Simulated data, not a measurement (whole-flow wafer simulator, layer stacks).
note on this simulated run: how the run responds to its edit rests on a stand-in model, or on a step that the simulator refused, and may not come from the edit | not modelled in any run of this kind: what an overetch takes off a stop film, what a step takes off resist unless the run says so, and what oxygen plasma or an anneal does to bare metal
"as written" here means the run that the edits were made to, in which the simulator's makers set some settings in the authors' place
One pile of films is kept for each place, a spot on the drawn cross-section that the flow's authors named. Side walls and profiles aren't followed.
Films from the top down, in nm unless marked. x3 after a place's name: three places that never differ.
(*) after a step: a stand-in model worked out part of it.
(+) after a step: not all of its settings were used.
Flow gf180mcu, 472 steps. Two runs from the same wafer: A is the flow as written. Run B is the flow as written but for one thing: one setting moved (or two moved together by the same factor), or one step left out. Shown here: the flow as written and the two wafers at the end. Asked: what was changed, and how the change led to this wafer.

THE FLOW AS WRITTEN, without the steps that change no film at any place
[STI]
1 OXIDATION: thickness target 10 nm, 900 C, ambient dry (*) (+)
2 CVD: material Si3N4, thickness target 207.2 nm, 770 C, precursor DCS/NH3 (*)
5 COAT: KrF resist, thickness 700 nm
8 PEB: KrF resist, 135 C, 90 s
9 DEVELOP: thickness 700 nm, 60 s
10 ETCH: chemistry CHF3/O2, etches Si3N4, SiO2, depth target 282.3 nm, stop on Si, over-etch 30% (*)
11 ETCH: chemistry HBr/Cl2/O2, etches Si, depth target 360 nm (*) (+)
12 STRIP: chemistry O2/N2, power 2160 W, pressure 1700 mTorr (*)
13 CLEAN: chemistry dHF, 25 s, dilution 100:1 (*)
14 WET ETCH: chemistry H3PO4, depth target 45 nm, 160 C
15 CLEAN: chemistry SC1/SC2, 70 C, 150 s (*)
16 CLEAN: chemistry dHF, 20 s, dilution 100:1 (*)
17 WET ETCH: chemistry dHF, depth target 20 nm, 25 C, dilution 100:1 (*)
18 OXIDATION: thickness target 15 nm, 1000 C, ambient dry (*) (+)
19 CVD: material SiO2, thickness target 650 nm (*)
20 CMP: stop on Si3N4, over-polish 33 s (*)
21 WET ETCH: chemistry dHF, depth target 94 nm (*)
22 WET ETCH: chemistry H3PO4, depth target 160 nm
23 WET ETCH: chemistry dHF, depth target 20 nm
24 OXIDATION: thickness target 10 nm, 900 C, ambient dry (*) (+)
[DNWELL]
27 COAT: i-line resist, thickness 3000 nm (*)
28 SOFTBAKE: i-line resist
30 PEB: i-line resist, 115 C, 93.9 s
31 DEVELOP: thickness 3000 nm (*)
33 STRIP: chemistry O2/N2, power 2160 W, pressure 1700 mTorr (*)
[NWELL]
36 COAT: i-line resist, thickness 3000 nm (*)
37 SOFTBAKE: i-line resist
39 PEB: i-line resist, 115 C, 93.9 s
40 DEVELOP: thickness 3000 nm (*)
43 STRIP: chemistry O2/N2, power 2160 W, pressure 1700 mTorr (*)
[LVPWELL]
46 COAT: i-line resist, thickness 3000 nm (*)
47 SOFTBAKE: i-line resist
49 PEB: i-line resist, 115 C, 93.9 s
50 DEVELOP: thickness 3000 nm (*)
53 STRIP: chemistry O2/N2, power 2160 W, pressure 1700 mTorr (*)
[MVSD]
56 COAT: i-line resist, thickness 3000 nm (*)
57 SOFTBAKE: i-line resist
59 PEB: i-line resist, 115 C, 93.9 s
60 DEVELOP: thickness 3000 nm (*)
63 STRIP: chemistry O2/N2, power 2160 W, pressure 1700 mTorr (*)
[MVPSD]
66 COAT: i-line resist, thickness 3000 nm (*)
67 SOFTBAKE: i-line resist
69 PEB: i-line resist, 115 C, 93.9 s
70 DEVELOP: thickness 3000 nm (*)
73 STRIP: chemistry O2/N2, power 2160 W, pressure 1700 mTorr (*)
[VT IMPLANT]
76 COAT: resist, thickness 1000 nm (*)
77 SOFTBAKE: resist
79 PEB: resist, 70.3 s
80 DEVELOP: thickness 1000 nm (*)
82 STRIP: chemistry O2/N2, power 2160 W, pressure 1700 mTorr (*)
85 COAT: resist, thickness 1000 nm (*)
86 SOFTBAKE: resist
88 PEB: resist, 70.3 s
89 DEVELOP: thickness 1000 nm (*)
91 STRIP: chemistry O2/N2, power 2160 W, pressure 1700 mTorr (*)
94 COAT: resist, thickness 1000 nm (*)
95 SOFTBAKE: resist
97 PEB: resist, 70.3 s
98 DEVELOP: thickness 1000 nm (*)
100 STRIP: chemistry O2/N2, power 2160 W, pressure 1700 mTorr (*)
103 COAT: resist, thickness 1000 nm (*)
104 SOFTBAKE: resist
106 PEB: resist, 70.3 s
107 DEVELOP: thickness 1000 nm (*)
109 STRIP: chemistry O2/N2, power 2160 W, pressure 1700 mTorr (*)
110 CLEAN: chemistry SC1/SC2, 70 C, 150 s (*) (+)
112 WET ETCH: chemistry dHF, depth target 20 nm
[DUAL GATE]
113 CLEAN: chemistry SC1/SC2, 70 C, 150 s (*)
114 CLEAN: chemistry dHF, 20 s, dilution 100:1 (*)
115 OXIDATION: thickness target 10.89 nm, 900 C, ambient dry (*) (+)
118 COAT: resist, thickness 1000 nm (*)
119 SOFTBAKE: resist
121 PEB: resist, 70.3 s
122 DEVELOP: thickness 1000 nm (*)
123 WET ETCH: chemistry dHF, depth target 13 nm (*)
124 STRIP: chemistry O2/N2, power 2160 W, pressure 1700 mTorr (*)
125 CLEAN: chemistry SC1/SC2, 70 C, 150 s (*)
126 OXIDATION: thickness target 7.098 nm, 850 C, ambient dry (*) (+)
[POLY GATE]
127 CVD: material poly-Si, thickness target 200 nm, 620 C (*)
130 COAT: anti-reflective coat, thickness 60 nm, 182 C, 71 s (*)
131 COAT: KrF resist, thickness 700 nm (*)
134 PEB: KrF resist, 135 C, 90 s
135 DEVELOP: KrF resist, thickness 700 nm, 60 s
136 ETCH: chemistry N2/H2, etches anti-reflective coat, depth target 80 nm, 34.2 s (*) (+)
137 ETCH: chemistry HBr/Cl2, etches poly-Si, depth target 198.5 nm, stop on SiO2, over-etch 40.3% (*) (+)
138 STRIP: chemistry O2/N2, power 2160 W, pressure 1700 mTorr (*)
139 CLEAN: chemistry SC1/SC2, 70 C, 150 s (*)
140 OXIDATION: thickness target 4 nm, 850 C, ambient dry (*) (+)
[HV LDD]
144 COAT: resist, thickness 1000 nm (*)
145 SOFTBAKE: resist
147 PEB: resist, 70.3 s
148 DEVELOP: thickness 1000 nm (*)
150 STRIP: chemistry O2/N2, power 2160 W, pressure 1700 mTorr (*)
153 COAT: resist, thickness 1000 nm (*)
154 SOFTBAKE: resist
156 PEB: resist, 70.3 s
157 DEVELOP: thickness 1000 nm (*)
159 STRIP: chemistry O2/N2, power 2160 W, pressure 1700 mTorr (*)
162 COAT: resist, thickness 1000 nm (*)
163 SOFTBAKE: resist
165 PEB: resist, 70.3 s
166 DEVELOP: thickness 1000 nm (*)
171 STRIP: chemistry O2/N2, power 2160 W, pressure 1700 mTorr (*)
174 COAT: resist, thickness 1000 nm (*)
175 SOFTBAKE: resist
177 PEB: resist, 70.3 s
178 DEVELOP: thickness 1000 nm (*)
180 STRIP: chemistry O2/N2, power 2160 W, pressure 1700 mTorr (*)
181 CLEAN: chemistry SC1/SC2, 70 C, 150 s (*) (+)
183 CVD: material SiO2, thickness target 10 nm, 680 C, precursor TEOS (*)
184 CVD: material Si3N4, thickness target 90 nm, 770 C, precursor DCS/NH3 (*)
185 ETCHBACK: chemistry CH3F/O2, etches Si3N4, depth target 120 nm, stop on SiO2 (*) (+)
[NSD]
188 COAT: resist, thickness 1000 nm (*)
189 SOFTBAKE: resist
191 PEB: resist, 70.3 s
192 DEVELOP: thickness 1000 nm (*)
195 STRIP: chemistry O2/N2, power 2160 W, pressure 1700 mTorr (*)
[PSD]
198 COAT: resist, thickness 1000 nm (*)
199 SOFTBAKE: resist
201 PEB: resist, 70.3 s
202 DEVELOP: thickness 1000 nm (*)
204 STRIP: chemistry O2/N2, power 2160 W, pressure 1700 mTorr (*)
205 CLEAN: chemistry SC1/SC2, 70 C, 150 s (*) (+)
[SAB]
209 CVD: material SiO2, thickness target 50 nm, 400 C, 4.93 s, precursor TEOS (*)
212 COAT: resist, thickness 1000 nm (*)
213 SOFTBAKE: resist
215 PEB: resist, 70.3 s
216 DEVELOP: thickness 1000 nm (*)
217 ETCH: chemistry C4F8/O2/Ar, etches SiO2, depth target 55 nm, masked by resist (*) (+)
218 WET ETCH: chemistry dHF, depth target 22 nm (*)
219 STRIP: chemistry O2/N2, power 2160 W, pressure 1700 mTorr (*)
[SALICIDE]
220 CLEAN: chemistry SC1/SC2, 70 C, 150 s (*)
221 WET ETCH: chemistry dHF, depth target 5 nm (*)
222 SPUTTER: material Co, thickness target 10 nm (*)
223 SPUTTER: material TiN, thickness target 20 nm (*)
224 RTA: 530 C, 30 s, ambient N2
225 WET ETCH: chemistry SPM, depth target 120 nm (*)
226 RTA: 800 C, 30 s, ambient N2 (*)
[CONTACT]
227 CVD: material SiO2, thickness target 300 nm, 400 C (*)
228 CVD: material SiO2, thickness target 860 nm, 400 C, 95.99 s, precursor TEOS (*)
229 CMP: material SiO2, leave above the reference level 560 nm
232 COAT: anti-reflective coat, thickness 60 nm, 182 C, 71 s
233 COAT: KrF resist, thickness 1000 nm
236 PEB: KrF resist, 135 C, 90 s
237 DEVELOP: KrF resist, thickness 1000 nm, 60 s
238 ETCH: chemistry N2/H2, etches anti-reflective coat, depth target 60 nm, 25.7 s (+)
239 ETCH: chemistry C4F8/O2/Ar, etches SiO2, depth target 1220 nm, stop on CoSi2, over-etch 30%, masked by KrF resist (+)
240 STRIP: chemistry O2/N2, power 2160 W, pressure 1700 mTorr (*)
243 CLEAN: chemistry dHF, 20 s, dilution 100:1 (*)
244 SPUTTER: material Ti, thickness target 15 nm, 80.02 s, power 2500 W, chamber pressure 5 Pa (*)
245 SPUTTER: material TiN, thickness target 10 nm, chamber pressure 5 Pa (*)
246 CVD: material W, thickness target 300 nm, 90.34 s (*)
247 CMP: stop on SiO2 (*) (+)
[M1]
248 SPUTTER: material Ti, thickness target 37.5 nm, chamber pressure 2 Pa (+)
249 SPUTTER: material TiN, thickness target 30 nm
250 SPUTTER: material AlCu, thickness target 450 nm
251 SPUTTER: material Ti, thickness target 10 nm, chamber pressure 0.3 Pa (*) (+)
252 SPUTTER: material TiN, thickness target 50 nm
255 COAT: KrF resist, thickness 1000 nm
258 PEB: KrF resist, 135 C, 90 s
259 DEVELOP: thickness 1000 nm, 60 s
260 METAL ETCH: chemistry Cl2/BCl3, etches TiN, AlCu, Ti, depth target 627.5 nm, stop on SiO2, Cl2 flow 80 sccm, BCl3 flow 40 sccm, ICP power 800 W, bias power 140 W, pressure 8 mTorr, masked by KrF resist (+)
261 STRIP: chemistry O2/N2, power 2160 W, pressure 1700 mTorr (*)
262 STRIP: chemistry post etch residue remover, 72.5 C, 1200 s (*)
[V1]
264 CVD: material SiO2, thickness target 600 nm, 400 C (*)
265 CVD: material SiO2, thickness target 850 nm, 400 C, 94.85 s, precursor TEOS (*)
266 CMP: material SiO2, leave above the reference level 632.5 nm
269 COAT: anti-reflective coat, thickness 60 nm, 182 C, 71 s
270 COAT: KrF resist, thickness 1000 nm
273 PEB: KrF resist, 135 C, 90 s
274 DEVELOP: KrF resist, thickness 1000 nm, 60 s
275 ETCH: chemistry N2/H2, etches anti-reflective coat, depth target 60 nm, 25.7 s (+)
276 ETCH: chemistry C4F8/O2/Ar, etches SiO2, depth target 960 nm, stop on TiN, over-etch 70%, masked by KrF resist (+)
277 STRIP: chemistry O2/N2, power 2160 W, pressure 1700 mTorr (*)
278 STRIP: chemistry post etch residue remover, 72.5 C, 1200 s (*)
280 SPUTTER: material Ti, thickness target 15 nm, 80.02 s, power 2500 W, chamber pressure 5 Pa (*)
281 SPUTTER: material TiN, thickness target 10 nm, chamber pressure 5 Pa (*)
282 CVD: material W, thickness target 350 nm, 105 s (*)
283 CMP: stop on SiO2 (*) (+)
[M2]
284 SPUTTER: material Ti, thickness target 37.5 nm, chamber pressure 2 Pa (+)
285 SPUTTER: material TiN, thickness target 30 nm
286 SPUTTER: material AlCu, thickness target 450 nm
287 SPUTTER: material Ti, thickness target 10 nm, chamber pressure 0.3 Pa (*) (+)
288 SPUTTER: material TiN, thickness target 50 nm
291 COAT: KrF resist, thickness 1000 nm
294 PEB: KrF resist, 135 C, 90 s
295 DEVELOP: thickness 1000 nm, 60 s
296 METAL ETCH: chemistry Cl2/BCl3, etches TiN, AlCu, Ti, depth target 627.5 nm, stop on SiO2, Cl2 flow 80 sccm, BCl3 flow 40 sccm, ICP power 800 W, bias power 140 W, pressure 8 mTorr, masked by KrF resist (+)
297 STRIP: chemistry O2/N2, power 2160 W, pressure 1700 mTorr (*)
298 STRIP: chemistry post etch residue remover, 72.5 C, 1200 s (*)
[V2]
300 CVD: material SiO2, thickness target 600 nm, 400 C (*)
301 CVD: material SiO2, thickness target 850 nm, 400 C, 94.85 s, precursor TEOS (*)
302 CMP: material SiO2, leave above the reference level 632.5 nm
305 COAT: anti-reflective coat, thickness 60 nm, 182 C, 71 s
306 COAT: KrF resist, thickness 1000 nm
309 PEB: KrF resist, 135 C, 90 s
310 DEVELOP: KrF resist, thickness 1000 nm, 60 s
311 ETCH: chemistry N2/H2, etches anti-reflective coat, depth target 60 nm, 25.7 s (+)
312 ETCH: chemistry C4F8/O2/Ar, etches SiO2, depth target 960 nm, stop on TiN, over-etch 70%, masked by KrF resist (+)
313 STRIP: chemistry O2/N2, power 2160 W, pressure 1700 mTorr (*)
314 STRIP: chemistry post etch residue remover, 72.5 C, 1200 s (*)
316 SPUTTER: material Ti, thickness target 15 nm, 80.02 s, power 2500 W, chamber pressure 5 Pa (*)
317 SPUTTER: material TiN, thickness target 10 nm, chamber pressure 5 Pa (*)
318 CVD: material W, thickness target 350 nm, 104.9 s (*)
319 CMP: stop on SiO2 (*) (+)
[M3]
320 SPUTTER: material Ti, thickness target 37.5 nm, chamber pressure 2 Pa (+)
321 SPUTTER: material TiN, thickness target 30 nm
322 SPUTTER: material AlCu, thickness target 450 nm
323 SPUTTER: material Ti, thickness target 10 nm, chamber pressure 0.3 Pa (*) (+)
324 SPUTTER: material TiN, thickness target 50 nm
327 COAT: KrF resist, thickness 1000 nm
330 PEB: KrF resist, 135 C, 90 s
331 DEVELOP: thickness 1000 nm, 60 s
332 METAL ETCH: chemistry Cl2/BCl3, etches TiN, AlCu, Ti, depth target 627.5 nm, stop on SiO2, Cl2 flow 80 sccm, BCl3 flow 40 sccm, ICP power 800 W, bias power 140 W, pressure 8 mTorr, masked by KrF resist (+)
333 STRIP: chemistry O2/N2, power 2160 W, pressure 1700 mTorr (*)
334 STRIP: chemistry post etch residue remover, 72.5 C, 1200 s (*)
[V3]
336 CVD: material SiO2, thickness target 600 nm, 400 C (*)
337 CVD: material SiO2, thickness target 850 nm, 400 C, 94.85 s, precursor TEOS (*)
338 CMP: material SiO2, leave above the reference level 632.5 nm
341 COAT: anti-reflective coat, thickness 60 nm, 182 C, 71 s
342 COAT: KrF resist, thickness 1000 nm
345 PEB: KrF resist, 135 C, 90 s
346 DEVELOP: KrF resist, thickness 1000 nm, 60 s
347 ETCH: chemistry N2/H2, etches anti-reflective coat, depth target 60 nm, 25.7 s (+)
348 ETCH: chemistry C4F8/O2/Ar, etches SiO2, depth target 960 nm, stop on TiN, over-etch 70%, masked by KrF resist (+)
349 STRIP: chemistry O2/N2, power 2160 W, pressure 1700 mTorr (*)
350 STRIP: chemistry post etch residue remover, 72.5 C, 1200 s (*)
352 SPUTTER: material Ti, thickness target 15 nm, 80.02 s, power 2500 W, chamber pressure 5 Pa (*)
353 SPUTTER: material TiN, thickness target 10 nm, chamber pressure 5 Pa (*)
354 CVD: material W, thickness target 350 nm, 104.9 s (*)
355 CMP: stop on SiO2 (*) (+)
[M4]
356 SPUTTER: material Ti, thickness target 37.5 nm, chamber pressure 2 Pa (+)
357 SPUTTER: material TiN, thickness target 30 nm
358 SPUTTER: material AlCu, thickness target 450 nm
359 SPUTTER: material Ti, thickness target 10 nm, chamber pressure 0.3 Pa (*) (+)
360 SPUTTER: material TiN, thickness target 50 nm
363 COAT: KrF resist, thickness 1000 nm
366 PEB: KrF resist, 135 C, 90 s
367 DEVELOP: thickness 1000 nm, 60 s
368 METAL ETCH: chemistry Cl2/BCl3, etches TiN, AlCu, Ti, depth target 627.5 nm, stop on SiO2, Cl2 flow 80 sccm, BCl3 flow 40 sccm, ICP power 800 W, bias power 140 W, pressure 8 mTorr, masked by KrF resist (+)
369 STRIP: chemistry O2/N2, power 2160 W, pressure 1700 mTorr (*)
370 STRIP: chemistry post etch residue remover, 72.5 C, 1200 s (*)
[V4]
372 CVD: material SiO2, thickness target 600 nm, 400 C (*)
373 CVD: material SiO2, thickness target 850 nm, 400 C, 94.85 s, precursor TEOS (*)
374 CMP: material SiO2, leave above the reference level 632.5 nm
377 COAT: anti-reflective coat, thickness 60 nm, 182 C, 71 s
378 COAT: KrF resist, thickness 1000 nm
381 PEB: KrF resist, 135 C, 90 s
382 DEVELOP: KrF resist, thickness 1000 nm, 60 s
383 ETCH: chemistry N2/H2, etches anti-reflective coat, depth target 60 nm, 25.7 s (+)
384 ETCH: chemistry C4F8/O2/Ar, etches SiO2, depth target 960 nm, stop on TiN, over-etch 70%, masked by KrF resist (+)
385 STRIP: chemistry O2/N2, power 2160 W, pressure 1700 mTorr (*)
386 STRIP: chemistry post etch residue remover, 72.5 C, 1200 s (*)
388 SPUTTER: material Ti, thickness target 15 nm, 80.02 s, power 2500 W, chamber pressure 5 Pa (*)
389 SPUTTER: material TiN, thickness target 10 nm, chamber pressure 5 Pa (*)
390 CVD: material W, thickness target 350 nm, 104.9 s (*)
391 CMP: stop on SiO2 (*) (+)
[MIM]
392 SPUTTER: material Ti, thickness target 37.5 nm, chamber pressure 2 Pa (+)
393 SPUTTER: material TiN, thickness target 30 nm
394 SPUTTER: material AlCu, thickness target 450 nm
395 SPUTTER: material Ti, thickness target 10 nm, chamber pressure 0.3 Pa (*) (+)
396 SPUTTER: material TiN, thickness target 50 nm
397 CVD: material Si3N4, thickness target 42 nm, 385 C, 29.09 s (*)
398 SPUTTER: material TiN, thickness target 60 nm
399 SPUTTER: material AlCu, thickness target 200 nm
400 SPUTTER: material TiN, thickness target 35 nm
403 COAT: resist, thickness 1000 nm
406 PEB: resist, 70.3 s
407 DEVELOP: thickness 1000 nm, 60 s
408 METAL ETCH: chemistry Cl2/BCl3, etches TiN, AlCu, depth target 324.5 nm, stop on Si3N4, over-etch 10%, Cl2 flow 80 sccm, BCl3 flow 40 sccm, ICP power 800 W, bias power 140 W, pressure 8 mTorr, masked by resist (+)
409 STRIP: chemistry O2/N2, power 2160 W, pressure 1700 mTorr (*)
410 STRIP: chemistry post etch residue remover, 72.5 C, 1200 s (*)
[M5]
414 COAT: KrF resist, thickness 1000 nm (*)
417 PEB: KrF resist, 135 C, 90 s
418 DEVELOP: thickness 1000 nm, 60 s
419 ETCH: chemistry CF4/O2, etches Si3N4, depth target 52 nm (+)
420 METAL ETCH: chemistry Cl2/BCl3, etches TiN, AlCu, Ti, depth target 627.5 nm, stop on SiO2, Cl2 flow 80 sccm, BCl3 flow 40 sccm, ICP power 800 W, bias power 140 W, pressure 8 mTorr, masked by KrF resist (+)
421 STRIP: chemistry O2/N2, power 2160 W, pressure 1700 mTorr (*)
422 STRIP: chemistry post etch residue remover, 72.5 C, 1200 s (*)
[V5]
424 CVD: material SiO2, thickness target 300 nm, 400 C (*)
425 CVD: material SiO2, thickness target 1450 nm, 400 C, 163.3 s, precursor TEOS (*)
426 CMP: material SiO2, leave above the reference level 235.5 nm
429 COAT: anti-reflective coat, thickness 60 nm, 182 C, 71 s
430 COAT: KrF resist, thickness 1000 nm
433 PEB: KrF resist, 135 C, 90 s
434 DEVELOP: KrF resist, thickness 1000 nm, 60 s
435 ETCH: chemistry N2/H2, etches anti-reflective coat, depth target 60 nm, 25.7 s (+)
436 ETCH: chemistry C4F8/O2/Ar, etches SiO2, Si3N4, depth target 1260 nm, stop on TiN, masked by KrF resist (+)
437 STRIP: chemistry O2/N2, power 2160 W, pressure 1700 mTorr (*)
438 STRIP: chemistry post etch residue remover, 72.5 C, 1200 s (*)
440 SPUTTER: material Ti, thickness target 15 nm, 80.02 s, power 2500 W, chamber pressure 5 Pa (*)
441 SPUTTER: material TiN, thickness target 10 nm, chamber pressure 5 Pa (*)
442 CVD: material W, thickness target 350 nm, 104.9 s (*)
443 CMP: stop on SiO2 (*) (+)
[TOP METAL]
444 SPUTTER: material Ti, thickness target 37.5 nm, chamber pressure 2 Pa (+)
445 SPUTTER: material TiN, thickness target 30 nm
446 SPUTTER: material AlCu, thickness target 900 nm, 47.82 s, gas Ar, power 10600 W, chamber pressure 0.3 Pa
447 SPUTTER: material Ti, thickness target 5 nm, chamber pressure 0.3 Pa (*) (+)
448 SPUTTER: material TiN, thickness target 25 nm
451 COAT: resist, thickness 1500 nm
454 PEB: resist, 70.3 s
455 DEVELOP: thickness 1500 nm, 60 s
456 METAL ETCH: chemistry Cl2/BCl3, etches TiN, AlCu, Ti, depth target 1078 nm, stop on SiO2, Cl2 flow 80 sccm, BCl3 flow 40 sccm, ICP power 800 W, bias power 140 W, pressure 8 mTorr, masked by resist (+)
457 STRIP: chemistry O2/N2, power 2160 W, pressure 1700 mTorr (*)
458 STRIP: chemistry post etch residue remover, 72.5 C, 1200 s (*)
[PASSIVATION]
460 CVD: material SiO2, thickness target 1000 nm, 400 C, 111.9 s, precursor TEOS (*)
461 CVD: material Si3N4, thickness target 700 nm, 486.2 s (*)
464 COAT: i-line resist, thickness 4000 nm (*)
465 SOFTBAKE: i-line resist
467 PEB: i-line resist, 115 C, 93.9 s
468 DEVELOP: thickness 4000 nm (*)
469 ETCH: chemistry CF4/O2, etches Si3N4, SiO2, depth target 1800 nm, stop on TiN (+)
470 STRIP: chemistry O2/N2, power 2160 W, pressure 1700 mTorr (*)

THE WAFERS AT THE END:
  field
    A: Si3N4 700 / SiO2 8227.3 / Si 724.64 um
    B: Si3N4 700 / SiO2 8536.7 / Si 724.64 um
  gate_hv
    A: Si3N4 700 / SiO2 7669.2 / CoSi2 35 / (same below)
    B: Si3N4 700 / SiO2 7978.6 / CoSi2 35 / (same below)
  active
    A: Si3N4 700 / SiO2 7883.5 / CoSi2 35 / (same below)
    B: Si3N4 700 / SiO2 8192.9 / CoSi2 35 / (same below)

The cause: step 266, CMP: leave above the reference level 942.4 nm was run, where the flow has leave above the reference level 632.5 nm.

How the change led to this, step by step:
  266 CMP: material SiO2, leave above the reference level 632.5 nm
      field, field__w1, field__w2 and 99 more: A SiO2 -300 | B nothing
      field__w8, contact, m1 and 6 more: A SiO2 -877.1 | B SiO2 -567.2
  269 COAT: anti-reflective coat, thickness 60 nm, 182 C, 71 s
      contact, polyc_n: A anti-reflective coat +60 (new film) | B anti-reflective coat +54.1 (new film)
      polyc_p_rim, m1_nw: A anti-reflective coat +60 (new film) | B anti-reflective coat +55.8 (new film)
      (and at 10 more places)
  275 ETCH: chemistry N2/H2, etches anti-reflective coat, depth target 60 nm, 25.7 s (+)
      contact: A anti-reflective coat -60 (all of it), SiO2 -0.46 | B anti-reflective coat -54.1 (all of it), SiO2 -0.61
  276 ETCH: chemistry C4F8/O2/Ar, etches SiO2, depth target 960 nm, stop on TiN, over-etch 70%, masked by KrF resist (+)
      contact: A SiO2 -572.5 (all of it) | B SiO2 -882.2 (all of it)
  277 STRIP: chemistry O2/N2, power 2160 W, pressure 1700 mTorr (*)
      field: A KrF resist -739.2 (all of it), anti-reflective coat -60 (all of it) | B KrF resist -737.1 (all of it), anti-reflective coat -63.8 (all of it)
      field__w8: A KrF resist -739.2 (all of it), anti-reflective coat -60 (all of it) | B KrF resist -738.3 (all of it), anti-reflective coat -54.2 (all of it)
      (and at 11 more places)
  280 SPUTTER: material Ti, thickness target 15 nm, 80.02 s, power 2500 W, chamber pressure 5 Pa (*)
      contact: A Ti +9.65 (new film) | B Ti +8.11 (new film)
  281 SPUTTER: material TiN, thickness target 10 nm, chamber pressure 5 Pa (*)
      contact: A TiN +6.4 (new film) | B TiN +5.38 (new film)
  282 CVD: material W, thickness target 350 nm, 105 s (*)
      contact: A W +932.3 (new film) | B W +1234.8 (new film)
  283 CMP: stop on SiO2 (*) (+)
      field__w8, m1, m1__w1, polyc_n, polyc_n_rim, polyc_p, polyc_p_rim, m1_nw: A W -350 (all of it), TiN -10 (all of it), Ti -15 (all of it), SiO2 -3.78 | B W -350 (all of it), TiN -10 (all of it), Ti -15 (all of it), SiO2 -4.29
  302 CMP: material SiO2, leave above the reference level 632.5 nm
      field, field__w1, field__w2 and 99 more: A SiO2 -300 | B SiO2 -290.6
